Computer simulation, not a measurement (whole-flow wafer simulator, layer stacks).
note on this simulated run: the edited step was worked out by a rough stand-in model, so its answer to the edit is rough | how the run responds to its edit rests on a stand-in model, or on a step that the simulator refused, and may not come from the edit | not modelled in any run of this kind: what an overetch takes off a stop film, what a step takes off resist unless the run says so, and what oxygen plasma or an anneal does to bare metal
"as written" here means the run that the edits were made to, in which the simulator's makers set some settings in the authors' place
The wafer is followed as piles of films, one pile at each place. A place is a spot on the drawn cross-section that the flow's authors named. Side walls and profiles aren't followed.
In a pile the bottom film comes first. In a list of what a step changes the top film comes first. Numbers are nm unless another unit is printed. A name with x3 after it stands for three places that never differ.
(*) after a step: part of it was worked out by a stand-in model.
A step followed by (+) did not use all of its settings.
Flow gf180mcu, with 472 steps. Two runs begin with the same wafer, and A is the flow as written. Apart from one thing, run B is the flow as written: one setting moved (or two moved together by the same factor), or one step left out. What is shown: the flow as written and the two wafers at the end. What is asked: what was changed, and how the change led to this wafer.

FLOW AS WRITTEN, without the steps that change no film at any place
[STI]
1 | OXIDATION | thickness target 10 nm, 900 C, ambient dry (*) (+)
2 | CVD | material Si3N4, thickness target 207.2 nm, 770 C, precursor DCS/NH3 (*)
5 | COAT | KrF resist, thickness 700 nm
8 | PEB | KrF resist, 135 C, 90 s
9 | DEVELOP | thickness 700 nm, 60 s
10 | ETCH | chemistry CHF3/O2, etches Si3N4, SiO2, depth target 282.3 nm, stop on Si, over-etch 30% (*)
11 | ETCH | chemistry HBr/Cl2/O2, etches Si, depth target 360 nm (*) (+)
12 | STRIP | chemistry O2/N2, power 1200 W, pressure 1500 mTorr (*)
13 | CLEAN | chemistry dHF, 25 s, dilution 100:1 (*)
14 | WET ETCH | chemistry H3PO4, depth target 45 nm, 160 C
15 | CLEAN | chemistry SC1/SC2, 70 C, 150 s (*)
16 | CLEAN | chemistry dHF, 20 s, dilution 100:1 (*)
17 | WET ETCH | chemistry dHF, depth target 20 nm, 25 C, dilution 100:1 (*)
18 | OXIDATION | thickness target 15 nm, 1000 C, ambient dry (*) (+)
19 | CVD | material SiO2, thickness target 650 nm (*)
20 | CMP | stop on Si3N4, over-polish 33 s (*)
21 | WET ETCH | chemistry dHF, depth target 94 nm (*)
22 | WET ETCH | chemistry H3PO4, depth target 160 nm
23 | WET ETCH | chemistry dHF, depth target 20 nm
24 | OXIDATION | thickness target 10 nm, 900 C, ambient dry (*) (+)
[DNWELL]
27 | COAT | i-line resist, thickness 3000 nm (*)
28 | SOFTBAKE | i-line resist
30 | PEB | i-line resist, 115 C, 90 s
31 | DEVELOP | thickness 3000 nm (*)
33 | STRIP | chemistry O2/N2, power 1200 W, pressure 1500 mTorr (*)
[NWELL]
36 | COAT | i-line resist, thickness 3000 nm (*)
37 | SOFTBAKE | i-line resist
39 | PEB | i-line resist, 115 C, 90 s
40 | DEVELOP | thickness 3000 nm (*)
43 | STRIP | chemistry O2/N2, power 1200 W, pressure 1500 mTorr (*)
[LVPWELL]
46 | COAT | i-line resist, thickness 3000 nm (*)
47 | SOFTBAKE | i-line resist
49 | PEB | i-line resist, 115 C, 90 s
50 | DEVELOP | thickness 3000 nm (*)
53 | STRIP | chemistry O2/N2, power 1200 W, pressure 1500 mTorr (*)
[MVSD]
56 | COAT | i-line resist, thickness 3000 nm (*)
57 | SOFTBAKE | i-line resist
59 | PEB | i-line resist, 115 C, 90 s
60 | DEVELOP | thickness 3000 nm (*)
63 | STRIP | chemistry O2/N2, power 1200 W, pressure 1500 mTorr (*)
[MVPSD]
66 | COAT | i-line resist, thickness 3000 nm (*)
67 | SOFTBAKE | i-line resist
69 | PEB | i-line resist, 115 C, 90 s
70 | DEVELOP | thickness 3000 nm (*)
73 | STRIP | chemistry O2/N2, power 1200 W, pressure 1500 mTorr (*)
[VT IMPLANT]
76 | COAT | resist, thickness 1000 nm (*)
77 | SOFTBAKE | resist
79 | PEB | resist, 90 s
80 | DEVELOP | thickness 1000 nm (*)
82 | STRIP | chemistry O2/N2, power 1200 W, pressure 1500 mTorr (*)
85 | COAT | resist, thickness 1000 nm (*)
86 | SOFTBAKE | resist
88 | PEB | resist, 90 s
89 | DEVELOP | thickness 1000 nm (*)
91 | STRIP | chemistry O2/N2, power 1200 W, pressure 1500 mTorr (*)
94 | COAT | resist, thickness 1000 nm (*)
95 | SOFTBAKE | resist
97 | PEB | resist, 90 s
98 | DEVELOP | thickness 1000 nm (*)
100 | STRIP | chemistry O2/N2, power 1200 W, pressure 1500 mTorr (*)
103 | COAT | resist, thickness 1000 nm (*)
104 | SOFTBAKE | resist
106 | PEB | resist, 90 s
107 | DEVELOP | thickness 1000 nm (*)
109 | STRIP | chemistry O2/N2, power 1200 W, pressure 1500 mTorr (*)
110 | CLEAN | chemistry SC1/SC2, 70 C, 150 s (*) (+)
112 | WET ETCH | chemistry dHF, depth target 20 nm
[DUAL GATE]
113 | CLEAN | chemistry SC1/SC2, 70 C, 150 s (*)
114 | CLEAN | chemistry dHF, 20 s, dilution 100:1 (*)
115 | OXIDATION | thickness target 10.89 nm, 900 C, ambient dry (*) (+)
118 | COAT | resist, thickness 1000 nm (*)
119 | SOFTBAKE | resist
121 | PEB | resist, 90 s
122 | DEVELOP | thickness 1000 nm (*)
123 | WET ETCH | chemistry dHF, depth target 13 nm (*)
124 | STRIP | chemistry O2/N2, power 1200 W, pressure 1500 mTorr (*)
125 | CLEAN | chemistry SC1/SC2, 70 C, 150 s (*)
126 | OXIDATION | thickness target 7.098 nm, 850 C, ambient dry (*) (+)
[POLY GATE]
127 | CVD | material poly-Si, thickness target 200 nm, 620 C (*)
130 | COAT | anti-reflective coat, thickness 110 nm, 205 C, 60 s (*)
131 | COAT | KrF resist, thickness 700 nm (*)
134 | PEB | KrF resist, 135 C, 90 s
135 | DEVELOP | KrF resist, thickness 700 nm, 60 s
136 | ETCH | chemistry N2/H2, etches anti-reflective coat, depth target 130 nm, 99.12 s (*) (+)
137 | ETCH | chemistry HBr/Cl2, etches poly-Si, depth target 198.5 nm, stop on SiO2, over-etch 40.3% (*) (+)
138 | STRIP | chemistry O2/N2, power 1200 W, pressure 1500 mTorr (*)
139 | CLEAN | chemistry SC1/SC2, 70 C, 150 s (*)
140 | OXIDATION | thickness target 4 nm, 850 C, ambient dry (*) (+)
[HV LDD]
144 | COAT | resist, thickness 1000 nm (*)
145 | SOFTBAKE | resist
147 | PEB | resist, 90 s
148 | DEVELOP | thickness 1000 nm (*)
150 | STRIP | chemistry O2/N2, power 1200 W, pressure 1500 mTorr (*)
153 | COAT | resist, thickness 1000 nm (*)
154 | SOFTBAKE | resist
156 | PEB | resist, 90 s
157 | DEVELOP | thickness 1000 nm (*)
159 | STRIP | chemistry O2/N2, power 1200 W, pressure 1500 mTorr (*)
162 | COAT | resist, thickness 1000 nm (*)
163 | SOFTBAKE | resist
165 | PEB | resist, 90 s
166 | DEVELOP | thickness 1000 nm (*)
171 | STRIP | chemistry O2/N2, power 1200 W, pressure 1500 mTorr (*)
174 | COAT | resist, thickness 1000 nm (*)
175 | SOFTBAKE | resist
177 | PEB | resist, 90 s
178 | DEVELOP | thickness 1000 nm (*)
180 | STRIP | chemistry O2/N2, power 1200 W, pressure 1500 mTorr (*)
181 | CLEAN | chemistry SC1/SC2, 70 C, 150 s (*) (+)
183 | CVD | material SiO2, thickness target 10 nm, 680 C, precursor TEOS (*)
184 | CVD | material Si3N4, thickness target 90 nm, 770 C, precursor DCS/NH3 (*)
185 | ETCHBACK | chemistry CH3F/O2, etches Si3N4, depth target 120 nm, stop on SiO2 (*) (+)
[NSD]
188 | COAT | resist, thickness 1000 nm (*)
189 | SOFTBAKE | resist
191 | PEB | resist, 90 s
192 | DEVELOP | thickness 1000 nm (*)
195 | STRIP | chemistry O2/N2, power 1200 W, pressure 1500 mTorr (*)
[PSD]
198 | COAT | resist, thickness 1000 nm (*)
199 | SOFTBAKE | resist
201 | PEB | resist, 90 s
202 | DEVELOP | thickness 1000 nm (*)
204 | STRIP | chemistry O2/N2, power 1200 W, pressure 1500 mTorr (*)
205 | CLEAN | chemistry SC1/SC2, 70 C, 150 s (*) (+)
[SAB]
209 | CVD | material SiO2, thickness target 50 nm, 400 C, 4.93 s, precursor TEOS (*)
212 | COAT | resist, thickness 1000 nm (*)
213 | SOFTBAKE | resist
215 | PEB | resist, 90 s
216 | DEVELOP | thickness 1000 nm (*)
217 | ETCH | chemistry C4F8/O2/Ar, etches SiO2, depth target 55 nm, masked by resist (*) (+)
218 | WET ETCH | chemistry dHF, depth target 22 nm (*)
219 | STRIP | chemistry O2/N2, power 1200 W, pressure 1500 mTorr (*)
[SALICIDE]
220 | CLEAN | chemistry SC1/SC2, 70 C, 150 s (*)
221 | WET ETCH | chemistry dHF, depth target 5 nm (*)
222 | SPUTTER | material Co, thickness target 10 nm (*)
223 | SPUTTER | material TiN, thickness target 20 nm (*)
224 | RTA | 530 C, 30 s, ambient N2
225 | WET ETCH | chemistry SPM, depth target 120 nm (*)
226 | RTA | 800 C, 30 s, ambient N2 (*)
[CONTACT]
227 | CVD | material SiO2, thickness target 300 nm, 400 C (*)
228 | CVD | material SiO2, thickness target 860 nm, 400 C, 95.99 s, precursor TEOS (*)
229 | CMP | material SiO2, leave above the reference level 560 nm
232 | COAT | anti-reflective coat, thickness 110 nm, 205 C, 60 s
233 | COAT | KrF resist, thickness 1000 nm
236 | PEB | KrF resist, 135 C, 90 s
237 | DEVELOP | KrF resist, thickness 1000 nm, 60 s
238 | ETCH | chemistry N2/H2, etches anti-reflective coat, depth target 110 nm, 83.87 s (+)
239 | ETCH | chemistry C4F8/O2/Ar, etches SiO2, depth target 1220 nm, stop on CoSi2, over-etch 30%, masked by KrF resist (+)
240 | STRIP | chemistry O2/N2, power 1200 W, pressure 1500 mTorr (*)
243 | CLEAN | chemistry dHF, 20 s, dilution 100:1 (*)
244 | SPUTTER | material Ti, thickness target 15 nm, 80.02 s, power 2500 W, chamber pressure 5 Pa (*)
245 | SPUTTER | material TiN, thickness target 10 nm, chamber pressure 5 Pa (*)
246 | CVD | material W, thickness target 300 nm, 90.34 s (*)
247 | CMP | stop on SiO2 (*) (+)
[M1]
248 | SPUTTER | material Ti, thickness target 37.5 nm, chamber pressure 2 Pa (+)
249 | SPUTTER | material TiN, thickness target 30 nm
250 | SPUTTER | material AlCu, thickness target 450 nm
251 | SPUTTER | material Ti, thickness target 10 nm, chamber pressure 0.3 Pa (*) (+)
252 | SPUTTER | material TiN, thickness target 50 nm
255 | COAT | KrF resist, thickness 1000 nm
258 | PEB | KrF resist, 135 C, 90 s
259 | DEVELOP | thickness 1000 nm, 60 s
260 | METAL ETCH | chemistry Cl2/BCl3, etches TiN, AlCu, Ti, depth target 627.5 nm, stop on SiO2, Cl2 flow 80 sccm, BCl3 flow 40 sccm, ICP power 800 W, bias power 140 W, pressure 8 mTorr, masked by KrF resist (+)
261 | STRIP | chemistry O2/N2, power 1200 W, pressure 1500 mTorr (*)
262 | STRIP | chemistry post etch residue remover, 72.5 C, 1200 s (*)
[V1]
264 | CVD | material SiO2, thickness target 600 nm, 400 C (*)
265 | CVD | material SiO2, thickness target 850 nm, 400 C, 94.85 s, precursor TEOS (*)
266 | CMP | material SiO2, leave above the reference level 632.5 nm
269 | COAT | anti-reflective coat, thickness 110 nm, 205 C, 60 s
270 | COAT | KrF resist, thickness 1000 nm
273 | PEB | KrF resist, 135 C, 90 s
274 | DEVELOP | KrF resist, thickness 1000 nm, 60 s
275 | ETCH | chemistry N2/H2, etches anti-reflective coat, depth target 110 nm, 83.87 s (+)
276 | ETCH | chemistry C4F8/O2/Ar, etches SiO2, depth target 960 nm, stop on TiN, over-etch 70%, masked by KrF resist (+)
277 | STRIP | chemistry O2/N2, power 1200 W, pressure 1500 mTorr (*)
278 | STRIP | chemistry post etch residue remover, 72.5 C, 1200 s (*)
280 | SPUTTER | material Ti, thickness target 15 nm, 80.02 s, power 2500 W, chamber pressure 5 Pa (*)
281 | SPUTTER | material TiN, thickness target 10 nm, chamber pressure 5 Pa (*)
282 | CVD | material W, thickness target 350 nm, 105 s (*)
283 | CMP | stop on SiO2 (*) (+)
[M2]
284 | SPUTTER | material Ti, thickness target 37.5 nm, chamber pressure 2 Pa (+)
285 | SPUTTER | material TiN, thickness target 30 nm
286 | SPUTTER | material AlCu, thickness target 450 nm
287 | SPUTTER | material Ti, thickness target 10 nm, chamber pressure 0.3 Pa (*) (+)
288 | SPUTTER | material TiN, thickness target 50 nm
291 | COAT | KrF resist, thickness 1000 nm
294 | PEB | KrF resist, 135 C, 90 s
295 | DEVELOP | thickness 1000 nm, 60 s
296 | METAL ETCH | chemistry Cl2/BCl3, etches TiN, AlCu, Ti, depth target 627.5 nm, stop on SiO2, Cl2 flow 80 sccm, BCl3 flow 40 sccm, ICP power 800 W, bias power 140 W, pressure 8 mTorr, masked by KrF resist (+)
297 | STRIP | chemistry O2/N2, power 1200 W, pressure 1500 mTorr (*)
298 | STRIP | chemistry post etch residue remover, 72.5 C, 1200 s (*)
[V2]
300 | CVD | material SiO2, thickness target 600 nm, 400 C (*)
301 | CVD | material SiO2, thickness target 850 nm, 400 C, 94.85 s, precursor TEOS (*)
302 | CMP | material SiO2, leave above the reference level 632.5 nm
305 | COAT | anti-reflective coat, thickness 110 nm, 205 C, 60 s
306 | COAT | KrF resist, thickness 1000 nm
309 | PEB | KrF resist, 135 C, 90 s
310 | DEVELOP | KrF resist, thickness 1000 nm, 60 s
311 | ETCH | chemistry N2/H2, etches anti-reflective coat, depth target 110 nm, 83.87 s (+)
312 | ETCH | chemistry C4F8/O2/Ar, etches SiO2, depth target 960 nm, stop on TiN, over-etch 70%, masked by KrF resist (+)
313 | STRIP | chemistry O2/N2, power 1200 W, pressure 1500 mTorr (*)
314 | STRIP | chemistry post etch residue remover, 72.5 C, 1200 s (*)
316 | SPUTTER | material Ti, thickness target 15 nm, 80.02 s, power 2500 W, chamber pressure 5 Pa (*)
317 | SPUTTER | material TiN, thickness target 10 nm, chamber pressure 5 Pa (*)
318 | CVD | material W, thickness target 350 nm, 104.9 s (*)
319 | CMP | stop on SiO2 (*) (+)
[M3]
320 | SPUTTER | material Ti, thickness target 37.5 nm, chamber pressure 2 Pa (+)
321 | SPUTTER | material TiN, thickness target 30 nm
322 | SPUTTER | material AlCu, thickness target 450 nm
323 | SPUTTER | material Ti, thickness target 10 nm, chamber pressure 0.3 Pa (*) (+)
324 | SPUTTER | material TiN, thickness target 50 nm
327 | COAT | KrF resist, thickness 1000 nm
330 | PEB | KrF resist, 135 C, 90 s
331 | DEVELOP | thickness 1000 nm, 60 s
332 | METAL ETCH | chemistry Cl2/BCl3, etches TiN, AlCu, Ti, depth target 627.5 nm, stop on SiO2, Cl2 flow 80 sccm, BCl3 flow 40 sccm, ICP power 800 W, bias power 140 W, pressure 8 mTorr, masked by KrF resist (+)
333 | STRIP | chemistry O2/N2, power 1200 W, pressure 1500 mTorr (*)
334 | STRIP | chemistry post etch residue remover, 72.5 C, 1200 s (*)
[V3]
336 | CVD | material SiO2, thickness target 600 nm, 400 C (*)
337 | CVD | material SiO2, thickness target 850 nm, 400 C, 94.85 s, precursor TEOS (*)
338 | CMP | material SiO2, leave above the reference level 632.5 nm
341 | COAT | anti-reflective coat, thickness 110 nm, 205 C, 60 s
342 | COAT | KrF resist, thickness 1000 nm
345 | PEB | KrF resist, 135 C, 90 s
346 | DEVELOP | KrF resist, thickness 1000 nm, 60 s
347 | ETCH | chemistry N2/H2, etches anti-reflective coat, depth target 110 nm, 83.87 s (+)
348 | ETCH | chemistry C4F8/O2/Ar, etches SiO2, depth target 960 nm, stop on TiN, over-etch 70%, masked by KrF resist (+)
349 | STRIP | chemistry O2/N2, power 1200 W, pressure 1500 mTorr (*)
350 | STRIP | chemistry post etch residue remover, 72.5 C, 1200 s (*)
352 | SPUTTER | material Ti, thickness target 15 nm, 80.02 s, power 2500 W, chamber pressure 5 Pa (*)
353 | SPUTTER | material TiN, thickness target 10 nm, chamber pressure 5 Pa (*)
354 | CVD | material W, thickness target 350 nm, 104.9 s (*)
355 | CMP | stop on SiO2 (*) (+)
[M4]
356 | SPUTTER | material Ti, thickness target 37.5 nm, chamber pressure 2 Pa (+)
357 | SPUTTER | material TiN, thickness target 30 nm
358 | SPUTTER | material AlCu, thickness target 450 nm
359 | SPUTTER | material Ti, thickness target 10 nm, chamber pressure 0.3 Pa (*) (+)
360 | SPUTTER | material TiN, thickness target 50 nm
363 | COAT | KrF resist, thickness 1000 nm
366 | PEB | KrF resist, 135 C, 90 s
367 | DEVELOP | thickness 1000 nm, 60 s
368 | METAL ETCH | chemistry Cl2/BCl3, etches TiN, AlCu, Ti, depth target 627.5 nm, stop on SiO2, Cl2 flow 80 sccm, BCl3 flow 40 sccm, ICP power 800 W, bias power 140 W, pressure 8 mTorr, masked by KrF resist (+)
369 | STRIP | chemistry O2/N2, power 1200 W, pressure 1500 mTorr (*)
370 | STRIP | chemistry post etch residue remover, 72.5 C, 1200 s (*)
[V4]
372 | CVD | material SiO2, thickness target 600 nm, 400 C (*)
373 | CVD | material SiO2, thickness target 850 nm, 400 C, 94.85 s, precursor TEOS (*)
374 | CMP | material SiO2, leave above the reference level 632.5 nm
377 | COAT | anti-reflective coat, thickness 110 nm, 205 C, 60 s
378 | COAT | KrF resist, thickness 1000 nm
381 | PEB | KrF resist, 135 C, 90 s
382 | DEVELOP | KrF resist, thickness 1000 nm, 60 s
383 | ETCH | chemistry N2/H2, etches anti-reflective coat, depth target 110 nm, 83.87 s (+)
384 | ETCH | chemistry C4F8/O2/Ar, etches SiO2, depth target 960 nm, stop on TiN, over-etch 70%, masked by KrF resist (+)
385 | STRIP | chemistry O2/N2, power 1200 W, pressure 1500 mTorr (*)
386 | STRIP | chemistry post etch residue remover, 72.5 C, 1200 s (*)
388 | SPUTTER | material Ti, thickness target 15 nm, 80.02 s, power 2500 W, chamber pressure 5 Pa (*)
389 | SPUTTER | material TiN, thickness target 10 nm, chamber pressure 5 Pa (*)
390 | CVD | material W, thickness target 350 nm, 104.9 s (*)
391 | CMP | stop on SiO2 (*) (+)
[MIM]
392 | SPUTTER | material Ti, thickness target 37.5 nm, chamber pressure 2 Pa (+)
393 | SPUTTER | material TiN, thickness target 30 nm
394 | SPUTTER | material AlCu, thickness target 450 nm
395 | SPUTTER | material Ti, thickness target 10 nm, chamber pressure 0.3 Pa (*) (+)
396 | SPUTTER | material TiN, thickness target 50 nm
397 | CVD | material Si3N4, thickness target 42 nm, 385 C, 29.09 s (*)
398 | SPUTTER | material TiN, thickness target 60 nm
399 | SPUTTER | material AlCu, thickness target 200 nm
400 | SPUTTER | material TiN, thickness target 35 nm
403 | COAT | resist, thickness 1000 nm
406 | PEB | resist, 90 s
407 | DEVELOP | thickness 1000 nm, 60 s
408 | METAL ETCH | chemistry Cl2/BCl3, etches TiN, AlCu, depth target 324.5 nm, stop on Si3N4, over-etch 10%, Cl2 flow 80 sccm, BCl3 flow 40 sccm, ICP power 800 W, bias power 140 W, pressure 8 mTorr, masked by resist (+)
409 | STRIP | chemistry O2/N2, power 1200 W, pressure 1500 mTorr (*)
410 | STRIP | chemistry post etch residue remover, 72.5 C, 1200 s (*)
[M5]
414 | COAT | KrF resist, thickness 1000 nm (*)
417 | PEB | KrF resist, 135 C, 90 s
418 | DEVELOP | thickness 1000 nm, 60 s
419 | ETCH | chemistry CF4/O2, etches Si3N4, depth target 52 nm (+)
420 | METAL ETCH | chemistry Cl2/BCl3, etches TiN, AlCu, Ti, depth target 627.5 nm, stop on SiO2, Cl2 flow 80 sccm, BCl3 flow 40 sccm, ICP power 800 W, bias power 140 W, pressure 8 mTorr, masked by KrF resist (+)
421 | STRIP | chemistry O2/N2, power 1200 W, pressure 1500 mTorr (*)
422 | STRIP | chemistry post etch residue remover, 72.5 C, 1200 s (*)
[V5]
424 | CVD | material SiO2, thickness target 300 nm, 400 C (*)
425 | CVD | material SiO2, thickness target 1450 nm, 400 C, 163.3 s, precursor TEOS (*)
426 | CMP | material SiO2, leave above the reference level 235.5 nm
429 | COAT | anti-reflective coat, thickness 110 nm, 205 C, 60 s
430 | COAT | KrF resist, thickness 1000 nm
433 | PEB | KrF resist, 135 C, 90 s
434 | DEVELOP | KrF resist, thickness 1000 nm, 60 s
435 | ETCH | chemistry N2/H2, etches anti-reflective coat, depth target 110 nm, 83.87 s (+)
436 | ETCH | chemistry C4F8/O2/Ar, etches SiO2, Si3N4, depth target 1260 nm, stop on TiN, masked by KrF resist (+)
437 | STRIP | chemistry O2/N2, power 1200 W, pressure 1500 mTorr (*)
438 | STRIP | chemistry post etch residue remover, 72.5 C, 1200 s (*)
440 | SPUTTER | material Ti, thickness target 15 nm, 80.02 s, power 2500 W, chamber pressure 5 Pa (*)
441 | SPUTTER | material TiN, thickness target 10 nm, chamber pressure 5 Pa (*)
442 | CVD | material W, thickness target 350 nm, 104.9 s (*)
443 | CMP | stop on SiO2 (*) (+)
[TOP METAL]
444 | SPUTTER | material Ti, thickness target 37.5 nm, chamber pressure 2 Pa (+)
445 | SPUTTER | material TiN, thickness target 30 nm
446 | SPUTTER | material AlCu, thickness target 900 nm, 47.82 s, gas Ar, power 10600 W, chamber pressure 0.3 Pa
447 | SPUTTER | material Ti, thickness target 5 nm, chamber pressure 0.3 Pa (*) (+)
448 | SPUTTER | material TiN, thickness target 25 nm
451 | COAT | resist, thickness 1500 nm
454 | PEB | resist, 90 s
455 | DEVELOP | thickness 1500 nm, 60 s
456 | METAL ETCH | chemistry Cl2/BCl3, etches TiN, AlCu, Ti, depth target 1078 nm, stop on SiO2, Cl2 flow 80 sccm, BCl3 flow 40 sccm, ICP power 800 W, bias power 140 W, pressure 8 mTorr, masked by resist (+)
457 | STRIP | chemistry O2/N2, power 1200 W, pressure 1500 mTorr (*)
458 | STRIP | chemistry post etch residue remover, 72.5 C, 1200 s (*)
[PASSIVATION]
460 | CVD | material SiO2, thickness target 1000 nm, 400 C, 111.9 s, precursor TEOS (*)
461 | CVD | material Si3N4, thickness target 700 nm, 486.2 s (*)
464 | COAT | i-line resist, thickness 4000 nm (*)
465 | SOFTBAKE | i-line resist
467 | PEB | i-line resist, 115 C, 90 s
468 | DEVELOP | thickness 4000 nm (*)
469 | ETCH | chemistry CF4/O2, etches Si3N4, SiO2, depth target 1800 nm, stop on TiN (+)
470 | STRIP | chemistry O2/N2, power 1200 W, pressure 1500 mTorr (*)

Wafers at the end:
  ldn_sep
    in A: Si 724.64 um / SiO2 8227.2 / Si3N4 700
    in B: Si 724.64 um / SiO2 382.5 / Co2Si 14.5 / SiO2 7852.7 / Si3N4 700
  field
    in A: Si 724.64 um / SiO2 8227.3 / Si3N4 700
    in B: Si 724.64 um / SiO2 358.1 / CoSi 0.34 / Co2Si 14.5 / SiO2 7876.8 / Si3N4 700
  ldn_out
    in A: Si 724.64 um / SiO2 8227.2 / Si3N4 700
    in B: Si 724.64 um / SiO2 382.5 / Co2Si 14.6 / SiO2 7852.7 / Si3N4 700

What caused this: step 126, OXIDATION: thickness target 4.76 nm was run, though the flow has thickness target 7.098 nm; step 137, ETCH: depth target 133 nm was run, where the flow has depth target 198.5 nm.

How this came from the change, step by step:
  126 | OXIDATION | thickness target 7.098 nm, 850 C, ambient dry (*) (+)
      gate_hv, active_hv, active_nat and 25 more: A +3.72 SiO2, -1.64 Si | B +1.76 SiO2, -0.77 Si
      active, n_well, p_well and 12 more: A +7.1 SiO2 (new film), -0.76 chemical SiO2 (all of it), -2.79 Si | B +4.76 SiO2 (new film), -0.76 chemical SiO2 (all of it), -1.76 Si
  137 | ETCH | chemistry HBr/Cl2, etches poly-Si, depth target 198.5 nm, stop on SiO2, over-etch 40.3% (*) (+)
      field, field__w3, field__w12 and 10 more: A -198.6 poly-Si (all of it), -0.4 SiO2 | B -186.6 poly-Si
      active, n_well, sd_p and 9 more: A -198.7 poly-Si (all of it), -0.4 SiO2 | B -186.6 poly-Si
      (as well as at 67 more places)
  138 | STRIP | chemistry O2/N2, power 1200 W, pressure 1500 mTorr (*)
      field, field__w1, field__w2 and 61 more: A nothing | B +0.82 chemical SiO2 (new film), -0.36 poly-Si
      gate: A +0.62 chemical SiO2 (new film), -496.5 KrF resist (all of it), -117 anti-reflective coat (all of it), -0.27 poly-Si | B +0.63 chemical SiO2 (new film), -527.2 KrF resist (all of it), -117.6 anti-reflective coat (all of it), -0.28 poly-Si
      (as well as at 27 more places)
  139 | CLEAN | chemistry SC1/SC2, 70 C, 150 s (*)
      field, field__w1, field__w2 and 34 more: A -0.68 SiO2 | B -0.07 chemical SiO2, -0.27 poly-Si
  140 | OXIDATION | thickness target 4 nm, 850 C, ambient dry (*) (+)
      field, field__w1, field__w2 and 21 more: A +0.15 SiO2, -0.07 Si | B +4 SiO2 (new film), -0.76 chemical SiO2 (all of it), -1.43 poly-Si
      active_hv, active_nat, ld_sd_n and 11 more: A +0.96 SiO2, -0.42 Si | B +4 SiO2 (new film), -0.76 chemical SiO2 (all of it), -1.43 poly-Si
      (as well as at 26 more places)
  145 | SOFTBAKE | resist
      field: A nothing | B +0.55 resist
      nw_enc_fld_lv__w3: A +0.39 resist | B -0.26 resist
  154 | SOFTBAKE | resist
      field: A nothing | B +0.55 resist
      nw_enc_fld_lv__w3: A +0.39 resist | B -0.26 resist
  163 | SOFTBAKE | resist
      field: A nothing | B +0.55 resist
      nw_enc_fld_lv__w3: A +0.39 resist | B -0.26 resist
  175 | SOFTBAKE | resist
      field: A nothing | B +0.55 resist
      nw_enc_fld_lv__w3: A +0.39 resist | B -0.26 resist
  189 | SOFTBAKE | resist
      active_hv: A +0.78 resist | B +0.18 resist
  199 | SOFTBAKE | resist
      active_hv: A +0.78 resist | B +0.18 resist
  218 | WET ETCH | chemistry dHF, depth target 22 nm (*)
      field__w7, field__w8, field__w11 and 14 more: A -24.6 SiO2 | B -5.48 SiO2 (all of it)
      field, field__w10, sti and 13 more: A -24.5 SiO2 | B -5.48 SiO2 (all of it)
      (as well as at 40 more places)
  219 | STRIP | chemistry O2/N2, power 1200 W, pressure 1500 mTorr (*)
      field, field__w1, field__w2 and 47 more: A nothing | B +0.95 chemical SiO2 (new film), -0.42 poly-Si
  220 | CLEAN | chemistry SC1/SC2, 70 C, 150 s (*)
      field, field__w1, field__w2 and 47 more: A -0.68 SiO2 | B -0.19 chemical SiO2, -0.21 poly-Si
  221 | WET ETCH | chemistry dHF, depth target 5 nm (*)
      field, field__w1, field__w2 and 23 more: A -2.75 SiO2 | B -0.76 chemical SiO2 (all of it)
      field__w6, field__w11, field__w12 and 17 more: A -2.76 SiO2 | B -0.76 chemical SiO2 (all of it)
      (as well as at 4 more places)
  222 | SPUTTER | material Co, thickness target 10 nm (*)
      field__w12: A +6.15 Co (new film) | B +6.69 Co (new film)
  ... another 8 steps ...
  246 | CVD | material W, thickness target 300 nm, 90.34 s (*)
      polyc_n, polyc_p: A +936 W (new film) | B +958.8 W (new film)
With metal films that touch counted as one body, field has 1 body; the flow as written gives 0 bodies.
